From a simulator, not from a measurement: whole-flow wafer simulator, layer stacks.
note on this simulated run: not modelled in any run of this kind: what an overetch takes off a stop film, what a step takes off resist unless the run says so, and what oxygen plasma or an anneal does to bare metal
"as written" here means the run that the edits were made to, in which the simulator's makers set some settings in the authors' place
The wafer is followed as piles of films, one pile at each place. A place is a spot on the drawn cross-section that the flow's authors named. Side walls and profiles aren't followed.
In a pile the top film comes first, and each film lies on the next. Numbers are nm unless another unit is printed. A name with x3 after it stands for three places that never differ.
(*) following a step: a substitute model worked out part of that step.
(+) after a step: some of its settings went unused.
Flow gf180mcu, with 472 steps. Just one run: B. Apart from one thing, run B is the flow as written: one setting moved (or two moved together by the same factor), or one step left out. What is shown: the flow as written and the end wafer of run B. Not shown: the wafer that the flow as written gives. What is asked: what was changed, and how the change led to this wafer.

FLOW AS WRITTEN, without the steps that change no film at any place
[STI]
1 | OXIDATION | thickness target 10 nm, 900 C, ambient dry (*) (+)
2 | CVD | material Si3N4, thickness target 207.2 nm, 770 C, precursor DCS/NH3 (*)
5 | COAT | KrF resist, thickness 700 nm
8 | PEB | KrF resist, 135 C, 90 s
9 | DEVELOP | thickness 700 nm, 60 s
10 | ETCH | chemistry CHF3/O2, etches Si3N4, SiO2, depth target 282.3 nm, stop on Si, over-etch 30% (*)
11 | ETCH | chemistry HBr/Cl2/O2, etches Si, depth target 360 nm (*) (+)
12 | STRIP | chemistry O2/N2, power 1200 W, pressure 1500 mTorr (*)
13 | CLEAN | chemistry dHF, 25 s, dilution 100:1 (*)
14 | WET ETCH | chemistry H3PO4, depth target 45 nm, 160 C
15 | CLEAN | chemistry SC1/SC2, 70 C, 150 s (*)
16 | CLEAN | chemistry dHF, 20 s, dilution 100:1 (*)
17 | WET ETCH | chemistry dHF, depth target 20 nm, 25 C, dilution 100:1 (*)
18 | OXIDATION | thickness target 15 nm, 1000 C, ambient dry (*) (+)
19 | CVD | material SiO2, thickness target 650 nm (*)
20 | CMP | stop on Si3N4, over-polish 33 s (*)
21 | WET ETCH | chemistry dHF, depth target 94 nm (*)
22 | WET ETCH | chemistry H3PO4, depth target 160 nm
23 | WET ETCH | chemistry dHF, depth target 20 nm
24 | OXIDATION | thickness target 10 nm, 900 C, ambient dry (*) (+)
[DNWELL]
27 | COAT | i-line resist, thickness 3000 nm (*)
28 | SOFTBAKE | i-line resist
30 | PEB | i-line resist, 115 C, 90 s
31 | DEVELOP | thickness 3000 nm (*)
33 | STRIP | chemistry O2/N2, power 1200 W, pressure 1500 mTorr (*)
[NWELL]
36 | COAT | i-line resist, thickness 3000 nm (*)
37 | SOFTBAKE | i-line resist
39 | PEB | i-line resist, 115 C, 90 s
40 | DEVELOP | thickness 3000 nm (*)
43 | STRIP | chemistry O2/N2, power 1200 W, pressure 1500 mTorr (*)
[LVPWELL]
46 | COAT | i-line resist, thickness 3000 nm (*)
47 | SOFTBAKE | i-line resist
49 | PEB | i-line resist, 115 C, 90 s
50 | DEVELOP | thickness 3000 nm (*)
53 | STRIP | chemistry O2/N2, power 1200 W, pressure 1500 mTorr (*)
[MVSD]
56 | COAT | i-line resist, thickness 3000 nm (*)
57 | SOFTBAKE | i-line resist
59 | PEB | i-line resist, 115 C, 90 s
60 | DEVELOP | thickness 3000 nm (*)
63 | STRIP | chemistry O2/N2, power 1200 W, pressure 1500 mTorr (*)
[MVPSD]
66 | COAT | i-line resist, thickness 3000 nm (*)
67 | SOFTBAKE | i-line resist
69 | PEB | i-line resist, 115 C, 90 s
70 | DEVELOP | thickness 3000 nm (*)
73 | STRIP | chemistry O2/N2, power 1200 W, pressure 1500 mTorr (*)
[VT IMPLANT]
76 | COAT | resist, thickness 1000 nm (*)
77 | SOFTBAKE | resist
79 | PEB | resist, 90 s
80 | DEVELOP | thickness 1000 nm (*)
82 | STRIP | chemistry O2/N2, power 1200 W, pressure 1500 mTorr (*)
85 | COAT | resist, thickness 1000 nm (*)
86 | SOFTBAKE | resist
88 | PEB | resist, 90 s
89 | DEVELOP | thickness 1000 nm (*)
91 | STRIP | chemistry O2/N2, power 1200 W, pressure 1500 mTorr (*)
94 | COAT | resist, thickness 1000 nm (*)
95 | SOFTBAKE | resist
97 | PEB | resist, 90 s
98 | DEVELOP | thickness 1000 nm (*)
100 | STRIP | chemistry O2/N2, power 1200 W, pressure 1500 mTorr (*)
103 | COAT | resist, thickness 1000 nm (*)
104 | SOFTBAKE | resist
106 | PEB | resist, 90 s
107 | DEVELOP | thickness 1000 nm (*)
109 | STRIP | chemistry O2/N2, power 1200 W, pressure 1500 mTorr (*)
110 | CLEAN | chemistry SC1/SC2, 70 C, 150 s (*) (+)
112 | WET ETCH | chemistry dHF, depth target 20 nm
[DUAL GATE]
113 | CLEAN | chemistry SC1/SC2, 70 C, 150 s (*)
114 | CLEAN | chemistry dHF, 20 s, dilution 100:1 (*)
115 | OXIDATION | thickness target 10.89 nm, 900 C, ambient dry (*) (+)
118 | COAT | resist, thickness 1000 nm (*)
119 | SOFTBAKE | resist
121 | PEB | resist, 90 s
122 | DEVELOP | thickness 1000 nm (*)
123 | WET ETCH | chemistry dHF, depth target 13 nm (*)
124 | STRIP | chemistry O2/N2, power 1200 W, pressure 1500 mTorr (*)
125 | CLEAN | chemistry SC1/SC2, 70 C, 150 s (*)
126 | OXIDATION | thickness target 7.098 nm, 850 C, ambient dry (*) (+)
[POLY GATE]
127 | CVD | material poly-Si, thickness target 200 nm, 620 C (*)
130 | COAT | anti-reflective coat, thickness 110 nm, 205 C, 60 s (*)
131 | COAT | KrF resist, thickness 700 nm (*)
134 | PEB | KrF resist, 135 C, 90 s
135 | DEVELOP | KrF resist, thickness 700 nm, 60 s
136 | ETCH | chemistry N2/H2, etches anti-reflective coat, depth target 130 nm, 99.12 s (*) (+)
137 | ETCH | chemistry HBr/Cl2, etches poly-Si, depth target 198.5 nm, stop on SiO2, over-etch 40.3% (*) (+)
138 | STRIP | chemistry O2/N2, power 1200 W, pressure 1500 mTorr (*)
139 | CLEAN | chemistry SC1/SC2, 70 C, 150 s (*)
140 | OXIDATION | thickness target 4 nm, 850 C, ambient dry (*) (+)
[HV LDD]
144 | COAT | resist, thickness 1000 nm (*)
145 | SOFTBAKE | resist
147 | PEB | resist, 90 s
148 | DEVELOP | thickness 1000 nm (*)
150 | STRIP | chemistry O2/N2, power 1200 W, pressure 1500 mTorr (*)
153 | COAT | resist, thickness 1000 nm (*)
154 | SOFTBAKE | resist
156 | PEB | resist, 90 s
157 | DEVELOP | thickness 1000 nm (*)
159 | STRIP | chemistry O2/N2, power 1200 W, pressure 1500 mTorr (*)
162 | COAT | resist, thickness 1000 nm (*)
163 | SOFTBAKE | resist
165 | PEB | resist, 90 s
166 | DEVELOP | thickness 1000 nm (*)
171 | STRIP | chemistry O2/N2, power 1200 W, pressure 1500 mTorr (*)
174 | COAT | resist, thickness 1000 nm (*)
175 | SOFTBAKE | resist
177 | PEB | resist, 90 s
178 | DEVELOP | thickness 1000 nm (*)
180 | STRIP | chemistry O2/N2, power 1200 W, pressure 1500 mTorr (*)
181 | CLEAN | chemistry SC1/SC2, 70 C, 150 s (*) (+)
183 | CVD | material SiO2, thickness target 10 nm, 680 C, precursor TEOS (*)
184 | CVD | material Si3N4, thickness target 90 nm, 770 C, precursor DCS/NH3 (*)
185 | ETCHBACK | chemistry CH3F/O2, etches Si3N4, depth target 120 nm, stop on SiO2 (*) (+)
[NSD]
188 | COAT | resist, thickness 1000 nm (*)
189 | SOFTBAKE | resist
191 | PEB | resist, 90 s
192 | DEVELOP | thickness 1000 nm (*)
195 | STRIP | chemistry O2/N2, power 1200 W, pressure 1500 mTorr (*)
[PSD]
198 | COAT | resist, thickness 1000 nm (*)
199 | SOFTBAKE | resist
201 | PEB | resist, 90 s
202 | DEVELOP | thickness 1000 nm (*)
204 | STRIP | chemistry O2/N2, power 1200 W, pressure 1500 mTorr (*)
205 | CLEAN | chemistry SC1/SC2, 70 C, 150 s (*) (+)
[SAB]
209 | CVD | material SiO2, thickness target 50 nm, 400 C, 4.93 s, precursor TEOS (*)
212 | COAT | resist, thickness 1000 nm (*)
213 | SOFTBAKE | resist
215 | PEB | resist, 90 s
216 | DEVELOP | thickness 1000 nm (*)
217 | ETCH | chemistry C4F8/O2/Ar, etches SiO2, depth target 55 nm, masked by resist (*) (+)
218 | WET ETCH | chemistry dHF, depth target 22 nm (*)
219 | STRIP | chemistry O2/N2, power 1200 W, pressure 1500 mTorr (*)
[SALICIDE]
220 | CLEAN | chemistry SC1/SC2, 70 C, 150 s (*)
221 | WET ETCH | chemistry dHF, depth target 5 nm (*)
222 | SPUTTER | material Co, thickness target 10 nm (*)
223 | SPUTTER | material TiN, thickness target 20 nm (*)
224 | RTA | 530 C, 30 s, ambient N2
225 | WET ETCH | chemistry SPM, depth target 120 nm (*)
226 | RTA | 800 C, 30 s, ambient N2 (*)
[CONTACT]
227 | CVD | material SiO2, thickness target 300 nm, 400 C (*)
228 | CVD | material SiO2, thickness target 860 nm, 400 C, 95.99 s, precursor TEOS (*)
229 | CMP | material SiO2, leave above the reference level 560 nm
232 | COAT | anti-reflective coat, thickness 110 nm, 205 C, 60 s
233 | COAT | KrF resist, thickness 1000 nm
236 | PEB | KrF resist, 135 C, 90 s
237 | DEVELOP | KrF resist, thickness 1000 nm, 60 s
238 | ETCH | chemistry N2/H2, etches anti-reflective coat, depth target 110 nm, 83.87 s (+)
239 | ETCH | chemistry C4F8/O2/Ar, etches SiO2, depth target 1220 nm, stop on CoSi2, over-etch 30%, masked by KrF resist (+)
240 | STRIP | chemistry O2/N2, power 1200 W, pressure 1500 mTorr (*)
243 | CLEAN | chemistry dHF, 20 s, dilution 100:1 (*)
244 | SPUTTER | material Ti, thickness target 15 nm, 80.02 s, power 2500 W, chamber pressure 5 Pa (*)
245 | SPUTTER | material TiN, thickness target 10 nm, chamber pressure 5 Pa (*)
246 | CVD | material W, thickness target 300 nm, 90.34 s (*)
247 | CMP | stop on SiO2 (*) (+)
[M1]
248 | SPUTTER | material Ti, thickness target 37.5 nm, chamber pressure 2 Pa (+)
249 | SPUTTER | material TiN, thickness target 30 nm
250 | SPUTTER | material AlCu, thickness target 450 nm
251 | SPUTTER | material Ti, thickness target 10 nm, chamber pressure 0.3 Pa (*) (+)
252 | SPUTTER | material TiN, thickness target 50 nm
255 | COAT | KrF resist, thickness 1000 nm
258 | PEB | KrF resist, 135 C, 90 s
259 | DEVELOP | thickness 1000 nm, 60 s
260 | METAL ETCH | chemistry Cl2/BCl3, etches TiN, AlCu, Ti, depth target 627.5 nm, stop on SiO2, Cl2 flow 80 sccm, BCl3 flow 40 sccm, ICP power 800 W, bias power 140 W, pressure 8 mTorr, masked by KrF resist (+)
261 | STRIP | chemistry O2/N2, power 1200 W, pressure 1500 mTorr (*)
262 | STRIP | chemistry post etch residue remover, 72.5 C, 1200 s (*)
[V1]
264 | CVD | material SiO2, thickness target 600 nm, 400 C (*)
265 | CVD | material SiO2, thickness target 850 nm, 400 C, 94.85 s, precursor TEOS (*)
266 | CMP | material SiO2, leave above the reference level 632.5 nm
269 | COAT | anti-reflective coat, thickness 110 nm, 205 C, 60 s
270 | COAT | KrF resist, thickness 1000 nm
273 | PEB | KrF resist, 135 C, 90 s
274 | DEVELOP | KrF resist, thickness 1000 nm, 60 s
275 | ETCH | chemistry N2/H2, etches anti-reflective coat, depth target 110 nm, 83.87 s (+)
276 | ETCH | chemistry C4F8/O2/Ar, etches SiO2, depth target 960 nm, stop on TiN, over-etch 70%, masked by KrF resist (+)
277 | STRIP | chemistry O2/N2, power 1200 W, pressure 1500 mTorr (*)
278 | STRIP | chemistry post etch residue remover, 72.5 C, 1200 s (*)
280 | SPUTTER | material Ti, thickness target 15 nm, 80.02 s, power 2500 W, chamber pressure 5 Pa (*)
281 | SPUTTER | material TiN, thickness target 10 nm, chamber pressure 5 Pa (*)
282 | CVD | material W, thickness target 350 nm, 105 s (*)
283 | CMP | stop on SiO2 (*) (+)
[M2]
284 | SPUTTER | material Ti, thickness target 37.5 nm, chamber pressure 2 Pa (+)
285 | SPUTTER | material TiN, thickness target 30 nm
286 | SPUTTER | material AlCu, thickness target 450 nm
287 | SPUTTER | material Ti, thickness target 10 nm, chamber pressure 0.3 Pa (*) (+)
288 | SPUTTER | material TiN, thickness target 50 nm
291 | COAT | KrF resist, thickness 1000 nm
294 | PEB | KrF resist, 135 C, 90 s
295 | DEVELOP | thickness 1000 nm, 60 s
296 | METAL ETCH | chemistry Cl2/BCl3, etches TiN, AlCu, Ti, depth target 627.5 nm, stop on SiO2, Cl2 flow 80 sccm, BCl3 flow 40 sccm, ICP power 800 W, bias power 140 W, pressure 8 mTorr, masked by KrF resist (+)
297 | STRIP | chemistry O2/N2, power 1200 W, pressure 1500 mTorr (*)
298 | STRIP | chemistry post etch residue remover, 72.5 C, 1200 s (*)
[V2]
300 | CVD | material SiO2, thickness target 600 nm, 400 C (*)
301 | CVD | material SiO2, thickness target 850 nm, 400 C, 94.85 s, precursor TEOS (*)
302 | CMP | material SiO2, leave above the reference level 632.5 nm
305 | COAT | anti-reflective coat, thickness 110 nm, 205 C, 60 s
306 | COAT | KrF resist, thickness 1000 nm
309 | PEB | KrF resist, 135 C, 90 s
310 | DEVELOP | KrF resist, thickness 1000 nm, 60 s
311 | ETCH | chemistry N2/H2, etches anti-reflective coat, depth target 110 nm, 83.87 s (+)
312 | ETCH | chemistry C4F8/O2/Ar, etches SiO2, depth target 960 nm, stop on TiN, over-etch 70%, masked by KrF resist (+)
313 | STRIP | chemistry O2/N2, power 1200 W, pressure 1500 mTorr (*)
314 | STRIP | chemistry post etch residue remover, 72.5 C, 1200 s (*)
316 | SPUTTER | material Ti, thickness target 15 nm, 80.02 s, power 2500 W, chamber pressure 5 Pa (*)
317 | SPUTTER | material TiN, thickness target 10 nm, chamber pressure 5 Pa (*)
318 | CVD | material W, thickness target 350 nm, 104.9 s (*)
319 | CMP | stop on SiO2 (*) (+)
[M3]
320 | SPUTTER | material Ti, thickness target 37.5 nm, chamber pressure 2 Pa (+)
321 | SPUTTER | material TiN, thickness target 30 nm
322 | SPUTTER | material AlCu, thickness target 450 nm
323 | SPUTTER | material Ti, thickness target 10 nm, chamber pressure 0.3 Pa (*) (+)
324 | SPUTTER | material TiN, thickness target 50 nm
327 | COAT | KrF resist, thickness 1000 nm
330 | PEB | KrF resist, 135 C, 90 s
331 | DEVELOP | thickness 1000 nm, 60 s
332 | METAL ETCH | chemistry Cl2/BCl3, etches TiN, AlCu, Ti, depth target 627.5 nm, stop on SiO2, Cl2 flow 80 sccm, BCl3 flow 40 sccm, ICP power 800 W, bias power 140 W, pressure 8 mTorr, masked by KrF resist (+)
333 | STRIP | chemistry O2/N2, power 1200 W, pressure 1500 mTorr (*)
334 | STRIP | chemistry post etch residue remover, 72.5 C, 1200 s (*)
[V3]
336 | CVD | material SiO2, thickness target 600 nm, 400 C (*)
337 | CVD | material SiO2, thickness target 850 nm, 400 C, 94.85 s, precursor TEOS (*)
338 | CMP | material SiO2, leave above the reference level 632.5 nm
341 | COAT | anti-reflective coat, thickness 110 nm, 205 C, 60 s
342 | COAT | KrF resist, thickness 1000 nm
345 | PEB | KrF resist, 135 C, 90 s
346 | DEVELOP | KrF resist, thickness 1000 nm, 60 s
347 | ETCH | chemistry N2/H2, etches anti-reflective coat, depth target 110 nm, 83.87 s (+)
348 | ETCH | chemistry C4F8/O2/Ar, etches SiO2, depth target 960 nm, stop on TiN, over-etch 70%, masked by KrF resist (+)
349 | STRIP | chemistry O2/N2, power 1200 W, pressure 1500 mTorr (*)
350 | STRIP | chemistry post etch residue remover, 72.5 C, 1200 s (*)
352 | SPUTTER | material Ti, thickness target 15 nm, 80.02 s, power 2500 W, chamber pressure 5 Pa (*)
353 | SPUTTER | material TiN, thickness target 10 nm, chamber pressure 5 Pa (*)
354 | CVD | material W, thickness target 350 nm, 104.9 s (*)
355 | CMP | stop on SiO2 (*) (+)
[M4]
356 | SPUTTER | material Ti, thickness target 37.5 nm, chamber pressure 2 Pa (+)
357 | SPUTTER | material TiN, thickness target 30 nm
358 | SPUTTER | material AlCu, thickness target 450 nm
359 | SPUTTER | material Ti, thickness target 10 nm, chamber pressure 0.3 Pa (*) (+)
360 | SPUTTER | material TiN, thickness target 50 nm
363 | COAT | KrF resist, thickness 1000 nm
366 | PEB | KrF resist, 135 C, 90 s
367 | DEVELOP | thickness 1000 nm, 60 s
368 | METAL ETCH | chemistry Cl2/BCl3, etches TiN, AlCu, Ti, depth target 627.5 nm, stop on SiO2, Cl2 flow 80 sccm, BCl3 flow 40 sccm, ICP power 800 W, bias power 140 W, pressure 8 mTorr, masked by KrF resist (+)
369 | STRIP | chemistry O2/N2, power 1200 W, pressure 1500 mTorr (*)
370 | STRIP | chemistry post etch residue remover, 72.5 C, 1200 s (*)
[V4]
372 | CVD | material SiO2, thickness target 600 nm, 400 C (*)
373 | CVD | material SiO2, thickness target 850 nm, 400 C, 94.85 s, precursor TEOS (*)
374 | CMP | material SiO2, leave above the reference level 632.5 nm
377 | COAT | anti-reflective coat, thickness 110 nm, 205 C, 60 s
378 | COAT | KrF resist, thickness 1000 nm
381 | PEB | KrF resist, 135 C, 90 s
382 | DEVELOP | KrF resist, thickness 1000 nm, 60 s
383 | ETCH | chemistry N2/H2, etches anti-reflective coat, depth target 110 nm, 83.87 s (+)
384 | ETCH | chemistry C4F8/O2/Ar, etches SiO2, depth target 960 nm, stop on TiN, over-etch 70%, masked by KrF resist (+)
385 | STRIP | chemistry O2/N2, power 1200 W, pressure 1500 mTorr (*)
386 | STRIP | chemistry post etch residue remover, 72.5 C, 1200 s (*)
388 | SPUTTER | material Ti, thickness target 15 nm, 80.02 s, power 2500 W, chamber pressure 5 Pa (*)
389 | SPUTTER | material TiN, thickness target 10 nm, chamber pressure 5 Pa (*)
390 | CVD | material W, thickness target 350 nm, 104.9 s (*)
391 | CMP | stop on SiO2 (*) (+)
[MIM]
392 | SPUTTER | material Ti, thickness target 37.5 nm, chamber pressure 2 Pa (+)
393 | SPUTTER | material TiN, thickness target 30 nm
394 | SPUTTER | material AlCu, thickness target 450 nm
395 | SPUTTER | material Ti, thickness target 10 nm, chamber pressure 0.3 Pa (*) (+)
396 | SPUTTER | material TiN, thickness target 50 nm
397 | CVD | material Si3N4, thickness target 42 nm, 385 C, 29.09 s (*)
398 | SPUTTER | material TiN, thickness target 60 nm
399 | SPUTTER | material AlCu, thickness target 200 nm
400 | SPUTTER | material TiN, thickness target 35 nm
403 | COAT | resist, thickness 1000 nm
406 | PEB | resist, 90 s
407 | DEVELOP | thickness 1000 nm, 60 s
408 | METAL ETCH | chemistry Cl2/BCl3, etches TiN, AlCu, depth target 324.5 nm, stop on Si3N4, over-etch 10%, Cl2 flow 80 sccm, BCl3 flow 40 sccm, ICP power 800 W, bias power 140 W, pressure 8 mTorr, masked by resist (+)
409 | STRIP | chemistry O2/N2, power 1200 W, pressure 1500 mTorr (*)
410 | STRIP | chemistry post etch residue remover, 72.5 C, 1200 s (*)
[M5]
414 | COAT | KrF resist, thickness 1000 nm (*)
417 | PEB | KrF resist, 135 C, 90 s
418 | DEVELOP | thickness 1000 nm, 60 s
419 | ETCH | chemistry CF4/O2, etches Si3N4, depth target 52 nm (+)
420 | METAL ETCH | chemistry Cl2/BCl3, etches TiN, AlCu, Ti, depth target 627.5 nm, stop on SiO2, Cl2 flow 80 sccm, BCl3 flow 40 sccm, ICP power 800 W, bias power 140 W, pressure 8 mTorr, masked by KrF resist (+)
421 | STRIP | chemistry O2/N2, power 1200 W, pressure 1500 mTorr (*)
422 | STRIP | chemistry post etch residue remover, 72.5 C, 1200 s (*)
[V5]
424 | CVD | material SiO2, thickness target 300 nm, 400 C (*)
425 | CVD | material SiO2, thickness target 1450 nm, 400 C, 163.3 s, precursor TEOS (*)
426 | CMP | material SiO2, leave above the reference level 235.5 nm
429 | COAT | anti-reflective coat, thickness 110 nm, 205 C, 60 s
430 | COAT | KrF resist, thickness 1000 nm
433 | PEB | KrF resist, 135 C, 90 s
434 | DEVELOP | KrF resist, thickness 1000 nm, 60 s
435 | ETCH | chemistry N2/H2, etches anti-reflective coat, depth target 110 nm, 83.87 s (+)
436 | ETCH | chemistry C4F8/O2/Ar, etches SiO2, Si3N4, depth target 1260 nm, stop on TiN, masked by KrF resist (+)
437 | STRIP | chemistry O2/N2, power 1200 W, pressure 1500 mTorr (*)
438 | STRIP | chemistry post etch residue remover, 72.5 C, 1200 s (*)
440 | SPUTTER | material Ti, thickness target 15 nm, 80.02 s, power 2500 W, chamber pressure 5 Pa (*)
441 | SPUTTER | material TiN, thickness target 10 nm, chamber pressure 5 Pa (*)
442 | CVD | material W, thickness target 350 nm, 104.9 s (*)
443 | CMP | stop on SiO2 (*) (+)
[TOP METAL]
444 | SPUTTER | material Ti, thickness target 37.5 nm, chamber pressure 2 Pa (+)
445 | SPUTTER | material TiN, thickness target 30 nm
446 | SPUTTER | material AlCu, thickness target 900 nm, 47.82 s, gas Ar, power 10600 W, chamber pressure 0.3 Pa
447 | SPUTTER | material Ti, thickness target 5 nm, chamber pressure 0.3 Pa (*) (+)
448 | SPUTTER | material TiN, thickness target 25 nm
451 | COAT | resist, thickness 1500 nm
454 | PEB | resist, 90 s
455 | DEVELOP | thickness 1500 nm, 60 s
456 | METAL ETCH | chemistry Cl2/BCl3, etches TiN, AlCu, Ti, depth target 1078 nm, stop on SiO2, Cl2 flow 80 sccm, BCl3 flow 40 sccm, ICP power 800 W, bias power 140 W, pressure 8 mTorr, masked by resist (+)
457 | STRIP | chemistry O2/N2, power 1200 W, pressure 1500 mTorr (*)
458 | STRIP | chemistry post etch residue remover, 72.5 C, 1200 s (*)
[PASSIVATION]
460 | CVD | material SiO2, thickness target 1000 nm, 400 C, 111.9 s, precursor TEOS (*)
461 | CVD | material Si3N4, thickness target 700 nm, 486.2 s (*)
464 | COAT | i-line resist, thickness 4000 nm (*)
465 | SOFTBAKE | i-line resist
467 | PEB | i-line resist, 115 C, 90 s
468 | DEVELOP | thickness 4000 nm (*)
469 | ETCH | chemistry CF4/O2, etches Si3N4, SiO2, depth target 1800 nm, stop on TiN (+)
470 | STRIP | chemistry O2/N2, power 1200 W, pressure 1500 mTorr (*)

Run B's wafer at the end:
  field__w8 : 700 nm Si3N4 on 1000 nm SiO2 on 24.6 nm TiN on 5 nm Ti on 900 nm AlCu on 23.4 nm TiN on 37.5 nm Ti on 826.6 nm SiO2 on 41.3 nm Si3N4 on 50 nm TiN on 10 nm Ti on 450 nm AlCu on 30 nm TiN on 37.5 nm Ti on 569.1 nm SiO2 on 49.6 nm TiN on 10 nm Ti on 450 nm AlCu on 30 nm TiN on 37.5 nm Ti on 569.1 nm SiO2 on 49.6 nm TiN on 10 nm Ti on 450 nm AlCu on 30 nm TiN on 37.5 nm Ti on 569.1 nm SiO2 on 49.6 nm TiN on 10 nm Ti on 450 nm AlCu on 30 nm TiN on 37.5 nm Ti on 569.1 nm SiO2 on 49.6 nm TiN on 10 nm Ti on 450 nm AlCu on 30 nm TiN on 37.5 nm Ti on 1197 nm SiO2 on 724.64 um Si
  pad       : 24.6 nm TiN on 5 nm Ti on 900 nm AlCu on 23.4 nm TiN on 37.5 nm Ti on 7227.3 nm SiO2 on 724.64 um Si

Cause: step 445, SPUTTER: thickness target 23.44 nm was run, whereas the flow has thickness target 30 nm.
The wafer itself shows it: field__w8 has TiN 23.4, and step 445 as written asks for 30 nm.

How this came from the change, step by step:
  445 | SPUTTER | material TiN, thickness target 30 nm
      field, field__w1, field__w2 and 109 more: TiN gains 23.4 (new film) (as written it would have been: TiN gains 30 (new film))
  456 | METAL ETCH | chemistry Cl2/BCl3, etches TiN, AlCu, Ti, depth target 1078 nm, stop on SiO2, Cl2 flow 80 sccm, BCl3 flow 40 sccm, ICP power 800 W, bias power 140 W, pressure 8 mTorr, masked by resist (+)
      field, field__w1, field__w2 and 103 more: TiN loses 25 (all of it), Ti loses 5 (all of it), AlCu loses 900 (all of it), TiN loses 23.4 (all of it), Ti loses 37.5 (all of it) (as written it would have been: TiN loses 25 (all of it), Ti loses 5 (all of it), AlCu loses 900 (all of it), TiN loses 30 (all of it), Ti loses 37.5 (all of it))
